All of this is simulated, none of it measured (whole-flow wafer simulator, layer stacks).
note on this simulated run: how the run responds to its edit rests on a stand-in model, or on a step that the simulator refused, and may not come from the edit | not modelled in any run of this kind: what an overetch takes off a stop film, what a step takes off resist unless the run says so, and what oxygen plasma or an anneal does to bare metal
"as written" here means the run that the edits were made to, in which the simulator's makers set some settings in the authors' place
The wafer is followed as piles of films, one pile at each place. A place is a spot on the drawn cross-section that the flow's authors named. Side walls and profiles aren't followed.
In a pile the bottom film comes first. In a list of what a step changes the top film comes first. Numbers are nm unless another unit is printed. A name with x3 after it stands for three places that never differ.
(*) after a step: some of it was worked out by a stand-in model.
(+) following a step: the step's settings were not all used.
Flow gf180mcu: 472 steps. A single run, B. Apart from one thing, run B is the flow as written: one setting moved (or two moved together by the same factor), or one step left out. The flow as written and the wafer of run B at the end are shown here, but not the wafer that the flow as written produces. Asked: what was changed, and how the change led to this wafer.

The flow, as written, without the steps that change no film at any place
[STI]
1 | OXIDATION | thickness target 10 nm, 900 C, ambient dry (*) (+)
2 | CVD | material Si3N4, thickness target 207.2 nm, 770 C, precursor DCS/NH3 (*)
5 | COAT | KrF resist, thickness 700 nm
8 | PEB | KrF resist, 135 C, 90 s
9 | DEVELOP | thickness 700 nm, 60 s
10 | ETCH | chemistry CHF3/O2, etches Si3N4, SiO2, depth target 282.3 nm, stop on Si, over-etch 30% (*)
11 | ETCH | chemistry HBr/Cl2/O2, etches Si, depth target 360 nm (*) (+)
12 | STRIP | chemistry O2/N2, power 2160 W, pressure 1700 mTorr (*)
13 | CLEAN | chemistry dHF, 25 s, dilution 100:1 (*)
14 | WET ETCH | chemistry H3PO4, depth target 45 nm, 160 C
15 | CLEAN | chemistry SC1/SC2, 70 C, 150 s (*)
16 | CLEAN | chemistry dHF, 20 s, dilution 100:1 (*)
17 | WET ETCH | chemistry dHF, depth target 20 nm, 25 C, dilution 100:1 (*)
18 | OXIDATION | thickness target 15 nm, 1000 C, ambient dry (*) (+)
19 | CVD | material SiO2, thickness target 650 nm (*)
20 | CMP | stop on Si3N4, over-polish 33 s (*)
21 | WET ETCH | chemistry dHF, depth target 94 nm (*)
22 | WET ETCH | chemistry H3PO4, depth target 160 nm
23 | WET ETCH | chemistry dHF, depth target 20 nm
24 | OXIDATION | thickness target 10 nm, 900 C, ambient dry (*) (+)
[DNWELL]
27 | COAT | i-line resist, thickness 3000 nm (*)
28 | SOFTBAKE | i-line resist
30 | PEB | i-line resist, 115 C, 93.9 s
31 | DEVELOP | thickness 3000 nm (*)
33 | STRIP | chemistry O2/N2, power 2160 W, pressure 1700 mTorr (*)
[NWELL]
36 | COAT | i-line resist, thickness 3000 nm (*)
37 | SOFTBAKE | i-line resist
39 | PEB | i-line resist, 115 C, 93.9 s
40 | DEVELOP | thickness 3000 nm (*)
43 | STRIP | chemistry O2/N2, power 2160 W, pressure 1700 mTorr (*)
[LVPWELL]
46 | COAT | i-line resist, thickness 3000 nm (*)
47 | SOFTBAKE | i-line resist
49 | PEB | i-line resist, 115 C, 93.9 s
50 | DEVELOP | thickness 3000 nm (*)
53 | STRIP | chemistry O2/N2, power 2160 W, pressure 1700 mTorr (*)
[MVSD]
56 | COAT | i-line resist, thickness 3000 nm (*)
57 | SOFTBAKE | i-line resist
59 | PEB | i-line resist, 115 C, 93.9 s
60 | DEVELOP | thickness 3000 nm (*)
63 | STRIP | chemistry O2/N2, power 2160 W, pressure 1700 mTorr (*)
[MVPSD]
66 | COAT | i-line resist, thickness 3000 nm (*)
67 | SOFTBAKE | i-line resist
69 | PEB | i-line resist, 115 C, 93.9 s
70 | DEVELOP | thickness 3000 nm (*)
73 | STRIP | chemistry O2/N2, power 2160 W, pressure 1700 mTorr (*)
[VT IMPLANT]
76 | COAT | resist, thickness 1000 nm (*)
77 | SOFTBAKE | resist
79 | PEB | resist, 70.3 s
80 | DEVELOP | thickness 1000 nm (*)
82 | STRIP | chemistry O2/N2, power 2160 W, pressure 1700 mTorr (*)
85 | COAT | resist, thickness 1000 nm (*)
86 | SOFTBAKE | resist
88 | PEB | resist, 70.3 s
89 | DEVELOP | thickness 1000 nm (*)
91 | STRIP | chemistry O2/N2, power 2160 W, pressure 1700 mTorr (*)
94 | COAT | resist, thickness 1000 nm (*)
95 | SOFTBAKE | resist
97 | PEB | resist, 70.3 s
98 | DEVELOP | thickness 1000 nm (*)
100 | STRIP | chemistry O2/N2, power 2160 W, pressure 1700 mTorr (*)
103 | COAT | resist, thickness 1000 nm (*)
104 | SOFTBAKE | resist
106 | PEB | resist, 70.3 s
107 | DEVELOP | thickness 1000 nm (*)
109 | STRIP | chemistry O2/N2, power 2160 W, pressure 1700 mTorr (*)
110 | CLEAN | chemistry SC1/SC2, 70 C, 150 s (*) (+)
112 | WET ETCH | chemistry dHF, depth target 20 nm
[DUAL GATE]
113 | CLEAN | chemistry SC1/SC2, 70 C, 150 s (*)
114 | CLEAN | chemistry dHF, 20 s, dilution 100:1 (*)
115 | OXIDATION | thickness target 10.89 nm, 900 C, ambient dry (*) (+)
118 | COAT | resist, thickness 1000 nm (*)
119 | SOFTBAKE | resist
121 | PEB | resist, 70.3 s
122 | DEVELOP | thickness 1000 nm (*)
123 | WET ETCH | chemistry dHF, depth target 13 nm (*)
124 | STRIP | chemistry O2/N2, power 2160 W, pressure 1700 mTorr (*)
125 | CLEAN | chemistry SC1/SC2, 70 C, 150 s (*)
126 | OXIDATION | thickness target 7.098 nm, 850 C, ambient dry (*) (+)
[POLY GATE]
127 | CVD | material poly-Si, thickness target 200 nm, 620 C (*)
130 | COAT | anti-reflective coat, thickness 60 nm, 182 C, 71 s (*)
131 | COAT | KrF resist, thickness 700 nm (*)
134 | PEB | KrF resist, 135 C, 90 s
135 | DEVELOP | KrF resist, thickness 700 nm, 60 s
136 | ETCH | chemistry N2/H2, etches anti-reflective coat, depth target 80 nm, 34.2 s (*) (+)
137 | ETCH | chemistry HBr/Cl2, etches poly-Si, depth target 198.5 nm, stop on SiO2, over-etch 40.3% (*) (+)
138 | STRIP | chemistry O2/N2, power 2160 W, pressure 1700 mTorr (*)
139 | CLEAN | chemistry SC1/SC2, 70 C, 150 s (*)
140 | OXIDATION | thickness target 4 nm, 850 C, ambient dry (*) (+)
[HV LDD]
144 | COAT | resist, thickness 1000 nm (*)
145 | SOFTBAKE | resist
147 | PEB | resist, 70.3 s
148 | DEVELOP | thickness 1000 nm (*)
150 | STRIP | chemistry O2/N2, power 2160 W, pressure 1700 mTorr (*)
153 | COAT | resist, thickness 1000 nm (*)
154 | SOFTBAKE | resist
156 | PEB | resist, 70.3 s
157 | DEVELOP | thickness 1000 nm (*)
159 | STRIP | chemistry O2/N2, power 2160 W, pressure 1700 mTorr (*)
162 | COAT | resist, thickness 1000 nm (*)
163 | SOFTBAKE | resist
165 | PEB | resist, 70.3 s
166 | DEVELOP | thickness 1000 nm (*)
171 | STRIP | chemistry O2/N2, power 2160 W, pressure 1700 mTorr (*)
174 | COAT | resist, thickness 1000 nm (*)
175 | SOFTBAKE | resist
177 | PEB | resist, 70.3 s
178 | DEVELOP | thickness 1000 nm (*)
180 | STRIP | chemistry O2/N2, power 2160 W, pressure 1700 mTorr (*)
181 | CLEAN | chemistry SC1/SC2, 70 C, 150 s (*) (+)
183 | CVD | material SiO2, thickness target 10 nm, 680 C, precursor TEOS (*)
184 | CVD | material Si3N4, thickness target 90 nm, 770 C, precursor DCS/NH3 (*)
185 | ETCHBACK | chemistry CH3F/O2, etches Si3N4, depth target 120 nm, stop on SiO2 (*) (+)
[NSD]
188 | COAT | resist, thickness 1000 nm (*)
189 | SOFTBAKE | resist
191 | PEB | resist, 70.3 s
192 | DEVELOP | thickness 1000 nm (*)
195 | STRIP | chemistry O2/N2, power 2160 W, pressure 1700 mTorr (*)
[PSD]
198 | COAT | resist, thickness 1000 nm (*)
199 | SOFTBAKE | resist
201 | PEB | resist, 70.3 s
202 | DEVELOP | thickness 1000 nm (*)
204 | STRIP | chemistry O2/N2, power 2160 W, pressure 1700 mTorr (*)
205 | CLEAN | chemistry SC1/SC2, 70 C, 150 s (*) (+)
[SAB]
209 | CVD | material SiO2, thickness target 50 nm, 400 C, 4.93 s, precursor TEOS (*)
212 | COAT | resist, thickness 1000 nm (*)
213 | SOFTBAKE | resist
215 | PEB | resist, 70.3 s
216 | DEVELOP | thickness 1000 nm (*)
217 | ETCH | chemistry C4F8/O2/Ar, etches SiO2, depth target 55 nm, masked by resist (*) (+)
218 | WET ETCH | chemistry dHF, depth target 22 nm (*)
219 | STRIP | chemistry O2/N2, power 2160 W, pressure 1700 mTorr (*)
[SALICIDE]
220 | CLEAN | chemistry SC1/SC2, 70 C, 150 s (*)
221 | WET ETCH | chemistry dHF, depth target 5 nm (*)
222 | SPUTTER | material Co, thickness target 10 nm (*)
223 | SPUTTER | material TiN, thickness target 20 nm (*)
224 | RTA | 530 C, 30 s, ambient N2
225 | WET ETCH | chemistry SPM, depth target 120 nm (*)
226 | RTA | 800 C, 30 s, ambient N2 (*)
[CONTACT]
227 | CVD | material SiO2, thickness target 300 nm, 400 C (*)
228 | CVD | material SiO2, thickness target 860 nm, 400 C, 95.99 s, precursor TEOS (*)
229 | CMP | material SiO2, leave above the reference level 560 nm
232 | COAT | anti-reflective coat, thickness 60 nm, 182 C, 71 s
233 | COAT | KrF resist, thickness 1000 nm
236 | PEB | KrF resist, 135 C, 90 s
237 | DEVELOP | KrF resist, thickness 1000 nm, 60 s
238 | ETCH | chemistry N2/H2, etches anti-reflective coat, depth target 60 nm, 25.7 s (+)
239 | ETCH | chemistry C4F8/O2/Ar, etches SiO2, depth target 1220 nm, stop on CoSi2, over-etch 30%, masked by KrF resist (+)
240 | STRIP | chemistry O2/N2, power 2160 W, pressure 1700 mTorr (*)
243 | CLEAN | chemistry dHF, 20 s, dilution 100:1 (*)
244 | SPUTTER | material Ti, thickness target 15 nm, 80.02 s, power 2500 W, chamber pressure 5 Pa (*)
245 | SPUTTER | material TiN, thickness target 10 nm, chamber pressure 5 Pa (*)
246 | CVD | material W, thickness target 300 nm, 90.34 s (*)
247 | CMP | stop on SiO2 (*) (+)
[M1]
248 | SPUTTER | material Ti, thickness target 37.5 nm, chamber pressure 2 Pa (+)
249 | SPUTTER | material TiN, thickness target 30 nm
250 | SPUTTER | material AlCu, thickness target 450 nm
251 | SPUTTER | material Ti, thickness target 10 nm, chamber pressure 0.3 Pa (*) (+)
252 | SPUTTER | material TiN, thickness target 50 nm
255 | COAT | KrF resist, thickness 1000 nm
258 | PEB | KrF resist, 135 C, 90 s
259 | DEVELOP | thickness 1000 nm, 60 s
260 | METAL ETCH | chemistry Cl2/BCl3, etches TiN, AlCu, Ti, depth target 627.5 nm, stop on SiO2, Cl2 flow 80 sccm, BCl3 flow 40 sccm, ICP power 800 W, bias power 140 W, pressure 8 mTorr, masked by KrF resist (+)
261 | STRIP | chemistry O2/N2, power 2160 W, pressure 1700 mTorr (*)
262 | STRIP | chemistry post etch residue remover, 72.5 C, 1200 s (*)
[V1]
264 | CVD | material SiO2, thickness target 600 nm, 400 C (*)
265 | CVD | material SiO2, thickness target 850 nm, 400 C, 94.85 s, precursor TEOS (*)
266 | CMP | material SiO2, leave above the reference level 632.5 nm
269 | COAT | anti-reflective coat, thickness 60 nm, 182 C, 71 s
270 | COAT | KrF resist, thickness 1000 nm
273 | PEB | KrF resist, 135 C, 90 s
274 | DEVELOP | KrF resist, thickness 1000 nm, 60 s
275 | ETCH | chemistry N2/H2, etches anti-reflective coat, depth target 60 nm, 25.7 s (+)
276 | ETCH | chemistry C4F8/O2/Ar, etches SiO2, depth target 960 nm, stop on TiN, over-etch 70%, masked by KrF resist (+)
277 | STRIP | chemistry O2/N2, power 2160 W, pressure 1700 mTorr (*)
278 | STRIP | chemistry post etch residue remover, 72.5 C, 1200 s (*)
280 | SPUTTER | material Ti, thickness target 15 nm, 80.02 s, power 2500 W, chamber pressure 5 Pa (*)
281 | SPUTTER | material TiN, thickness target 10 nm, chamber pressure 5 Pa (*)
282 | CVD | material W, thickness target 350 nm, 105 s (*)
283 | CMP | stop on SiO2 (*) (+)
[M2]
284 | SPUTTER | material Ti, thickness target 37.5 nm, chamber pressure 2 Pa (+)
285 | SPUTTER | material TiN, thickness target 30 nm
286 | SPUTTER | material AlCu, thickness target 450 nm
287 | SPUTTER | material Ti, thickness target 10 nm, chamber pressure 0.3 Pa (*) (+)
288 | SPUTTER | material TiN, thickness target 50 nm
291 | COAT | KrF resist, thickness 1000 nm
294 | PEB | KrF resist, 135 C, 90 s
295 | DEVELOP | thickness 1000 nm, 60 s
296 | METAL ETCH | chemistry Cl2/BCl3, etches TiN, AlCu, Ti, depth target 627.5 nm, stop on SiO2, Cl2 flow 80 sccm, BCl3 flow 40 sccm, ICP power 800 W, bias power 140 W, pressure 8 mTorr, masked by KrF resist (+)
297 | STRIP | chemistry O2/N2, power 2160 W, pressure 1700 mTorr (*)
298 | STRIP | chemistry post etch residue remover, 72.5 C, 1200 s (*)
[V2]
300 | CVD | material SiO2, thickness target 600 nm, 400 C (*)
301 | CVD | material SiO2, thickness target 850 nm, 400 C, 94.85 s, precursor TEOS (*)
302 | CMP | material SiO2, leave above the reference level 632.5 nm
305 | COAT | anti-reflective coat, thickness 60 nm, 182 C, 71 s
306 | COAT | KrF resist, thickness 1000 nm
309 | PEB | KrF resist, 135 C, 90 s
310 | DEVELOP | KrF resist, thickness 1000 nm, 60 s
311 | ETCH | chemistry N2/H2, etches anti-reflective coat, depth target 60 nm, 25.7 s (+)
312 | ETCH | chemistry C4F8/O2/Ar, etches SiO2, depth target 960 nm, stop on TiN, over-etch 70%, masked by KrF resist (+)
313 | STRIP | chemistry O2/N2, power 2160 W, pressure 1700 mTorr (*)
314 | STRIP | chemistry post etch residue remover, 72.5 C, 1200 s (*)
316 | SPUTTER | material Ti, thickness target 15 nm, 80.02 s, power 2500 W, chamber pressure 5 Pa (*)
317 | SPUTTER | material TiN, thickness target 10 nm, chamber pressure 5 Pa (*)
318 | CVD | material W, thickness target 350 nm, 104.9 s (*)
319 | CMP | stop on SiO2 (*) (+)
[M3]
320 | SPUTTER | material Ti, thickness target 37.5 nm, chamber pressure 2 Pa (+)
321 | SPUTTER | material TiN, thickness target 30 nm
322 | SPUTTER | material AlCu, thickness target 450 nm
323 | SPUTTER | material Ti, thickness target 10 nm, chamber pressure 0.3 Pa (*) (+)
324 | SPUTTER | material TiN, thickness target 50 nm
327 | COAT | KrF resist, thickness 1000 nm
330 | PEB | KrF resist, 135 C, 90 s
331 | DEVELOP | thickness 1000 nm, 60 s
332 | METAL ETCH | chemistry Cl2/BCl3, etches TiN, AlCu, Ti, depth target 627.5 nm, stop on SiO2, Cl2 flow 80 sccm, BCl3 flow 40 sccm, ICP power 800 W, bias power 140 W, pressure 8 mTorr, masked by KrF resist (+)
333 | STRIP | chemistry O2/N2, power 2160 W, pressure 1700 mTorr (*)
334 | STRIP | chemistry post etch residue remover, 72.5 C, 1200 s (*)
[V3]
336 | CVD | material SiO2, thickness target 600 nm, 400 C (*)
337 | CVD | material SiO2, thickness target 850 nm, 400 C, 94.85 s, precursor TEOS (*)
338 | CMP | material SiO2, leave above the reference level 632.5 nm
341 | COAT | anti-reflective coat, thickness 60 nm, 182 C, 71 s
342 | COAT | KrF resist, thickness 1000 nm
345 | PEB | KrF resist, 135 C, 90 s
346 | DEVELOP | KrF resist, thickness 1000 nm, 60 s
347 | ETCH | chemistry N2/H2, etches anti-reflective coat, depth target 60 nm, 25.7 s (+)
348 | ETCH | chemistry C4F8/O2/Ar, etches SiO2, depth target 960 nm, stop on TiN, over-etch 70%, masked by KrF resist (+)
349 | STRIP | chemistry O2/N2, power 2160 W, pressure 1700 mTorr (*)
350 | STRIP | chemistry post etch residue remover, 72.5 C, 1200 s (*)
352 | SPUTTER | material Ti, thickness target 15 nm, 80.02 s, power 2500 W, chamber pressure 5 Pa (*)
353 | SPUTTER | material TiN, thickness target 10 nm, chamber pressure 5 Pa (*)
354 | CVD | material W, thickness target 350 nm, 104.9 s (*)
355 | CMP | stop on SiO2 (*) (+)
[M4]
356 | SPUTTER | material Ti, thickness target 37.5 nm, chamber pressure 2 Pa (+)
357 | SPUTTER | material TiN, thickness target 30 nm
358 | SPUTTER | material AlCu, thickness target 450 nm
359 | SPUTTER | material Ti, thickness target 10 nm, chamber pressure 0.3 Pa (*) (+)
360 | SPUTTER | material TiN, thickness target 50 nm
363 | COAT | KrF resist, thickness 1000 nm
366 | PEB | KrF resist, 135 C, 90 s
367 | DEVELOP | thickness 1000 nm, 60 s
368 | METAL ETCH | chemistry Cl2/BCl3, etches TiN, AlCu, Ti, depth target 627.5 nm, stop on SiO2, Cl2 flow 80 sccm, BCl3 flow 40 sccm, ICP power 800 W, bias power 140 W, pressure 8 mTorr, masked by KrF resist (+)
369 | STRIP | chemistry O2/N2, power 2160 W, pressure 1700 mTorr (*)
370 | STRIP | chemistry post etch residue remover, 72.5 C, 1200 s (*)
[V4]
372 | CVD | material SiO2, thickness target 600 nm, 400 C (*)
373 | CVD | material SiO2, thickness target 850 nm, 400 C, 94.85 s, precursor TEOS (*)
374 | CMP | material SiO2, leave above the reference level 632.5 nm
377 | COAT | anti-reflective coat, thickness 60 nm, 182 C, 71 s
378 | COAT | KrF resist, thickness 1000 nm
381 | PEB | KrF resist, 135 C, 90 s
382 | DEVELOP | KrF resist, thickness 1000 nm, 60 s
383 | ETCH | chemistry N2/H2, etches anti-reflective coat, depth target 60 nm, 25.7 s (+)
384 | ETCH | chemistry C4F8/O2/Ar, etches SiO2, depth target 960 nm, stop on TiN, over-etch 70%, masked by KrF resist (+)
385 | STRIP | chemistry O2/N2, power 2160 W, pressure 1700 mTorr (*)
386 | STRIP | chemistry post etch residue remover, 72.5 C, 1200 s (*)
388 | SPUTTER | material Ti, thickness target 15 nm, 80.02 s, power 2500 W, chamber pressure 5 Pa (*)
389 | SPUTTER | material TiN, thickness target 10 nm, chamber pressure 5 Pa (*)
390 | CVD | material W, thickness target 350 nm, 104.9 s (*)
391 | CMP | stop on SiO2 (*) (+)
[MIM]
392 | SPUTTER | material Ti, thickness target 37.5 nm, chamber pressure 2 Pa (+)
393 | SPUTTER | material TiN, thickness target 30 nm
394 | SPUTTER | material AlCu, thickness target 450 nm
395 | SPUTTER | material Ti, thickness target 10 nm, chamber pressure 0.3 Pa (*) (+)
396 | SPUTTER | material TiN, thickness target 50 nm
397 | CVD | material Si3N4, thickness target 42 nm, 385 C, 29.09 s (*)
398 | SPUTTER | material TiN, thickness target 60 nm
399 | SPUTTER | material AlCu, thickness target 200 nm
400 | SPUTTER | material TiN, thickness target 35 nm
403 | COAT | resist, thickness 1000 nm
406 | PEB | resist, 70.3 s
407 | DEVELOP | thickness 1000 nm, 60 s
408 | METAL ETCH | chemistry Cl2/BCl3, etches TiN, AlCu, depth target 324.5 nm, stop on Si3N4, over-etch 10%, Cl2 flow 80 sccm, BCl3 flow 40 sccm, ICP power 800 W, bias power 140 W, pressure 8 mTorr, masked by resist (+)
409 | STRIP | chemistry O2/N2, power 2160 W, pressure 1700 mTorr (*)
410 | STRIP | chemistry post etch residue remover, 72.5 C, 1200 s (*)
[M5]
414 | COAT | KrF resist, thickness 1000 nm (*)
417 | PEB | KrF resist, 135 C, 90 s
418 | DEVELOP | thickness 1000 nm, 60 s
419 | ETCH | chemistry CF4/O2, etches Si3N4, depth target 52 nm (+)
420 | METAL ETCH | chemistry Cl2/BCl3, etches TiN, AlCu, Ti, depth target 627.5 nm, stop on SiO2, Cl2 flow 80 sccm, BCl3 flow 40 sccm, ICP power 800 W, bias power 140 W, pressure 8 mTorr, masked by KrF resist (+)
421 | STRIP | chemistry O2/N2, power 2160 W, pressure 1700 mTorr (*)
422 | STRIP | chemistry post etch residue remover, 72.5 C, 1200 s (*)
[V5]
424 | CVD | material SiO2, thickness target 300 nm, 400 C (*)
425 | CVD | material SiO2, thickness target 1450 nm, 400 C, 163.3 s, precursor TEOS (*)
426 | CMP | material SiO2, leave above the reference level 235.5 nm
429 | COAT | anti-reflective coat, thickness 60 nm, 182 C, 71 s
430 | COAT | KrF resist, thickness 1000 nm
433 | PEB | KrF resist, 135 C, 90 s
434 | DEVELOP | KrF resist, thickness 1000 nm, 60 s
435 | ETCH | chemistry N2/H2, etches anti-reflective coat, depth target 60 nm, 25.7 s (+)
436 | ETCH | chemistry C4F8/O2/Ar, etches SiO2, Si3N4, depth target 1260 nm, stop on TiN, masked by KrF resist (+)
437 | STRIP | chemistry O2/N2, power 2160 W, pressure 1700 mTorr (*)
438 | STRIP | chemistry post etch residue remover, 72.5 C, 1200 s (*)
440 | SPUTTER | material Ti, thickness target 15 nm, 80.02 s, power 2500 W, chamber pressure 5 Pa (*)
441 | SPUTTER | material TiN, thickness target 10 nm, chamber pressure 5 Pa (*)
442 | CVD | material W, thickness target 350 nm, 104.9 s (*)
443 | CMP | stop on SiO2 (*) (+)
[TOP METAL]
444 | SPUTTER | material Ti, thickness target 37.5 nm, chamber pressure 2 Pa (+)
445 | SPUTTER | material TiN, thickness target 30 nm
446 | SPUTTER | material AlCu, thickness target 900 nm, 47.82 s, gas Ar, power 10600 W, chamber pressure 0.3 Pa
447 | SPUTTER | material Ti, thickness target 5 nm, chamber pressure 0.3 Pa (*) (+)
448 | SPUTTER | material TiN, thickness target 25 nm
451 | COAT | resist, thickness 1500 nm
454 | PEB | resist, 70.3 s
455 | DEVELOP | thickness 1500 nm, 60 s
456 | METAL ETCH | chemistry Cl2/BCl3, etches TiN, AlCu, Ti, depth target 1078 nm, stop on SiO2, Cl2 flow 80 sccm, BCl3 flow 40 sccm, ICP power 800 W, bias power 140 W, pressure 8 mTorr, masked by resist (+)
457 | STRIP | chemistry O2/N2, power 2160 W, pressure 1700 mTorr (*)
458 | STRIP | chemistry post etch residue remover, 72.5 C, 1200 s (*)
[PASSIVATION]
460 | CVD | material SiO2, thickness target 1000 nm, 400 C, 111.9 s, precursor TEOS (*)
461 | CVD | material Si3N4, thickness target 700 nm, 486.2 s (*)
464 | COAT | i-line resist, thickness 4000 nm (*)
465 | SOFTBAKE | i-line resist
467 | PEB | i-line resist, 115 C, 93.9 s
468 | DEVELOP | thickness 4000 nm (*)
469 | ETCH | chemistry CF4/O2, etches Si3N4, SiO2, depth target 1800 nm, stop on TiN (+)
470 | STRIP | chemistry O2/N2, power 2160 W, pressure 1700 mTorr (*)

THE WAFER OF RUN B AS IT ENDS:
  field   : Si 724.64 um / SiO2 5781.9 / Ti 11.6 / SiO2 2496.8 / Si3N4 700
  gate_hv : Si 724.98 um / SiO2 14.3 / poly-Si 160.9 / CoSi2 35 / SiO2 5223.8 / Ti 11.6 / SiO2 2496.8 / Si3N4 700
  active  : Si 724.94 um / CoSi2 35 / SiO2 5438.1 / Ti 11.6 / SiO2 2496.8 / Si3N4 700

What caused this: step 394, SPUTTER: thickness target 513 nm was run, whereas the flow has thickness target 450 nm.

The path from the change to this, step by step:
  394 | SPUTTER | material AlCu, thickness target 450 nm
      field, field__w1, field__w2 and 108 more: +513 AlCu (new film) (it would be, as written: +450 AlCu (new film))
  420 | METAL ETCH | chemistry Cl2/BCl3, etches TiN, AlCu, Ti, depth target 627.5 nm, stop on SiO2, Cl2 flow 80 sccm, BCl3 flow 40 sccm, ICP power 800 W, bias power 140 W, pressure 8 mTorr, masked by KrF resist (+)
      field, field__w1, field__w2 and 101 more: -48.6 TiN (all of it), -10 Ti (all of it), -513 AlCu (all of it), -30 TiN (all of it), -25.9 Ti (it would be, as written: -48.6 TiN (all of it), -10 Ti (all of it), -450 AlCu (all of it), -30 TiN (all of it), -37.5 Ti (all of it))
  424 | CVD | material SiO2, thickness target 300 nm, 400 C (*)
      field, field__w1, field__w2 and 101 more: +300 SiO2 (new film) (it would be, as written: +300 SiO2)
  426 | CMP | material SiO2, leave above the reference level 235.5 nm
      field, field__w1, field__w5 and 92 more: -249.4 SiO2 (it would be, as written: -300.8 SiO2)
      field__w2, field__w3, field__w12 and 6 more: -218.9 SiO2 (it would be, as written: -272.7 SiO2)
With metal films that touch counted as one body, field has 1 body; the flow as written gives 0 bodies.
With metal films that touch counted as one body, gate_hv has 2 bodies (between them, from the top down: SiO2 5223.8); the flow as written gives 1 body.
With metal films that touch counted as one body, active has 2 bodies (between them, from the top down: SiO2 5438.1); the flow as written gives 1 body.
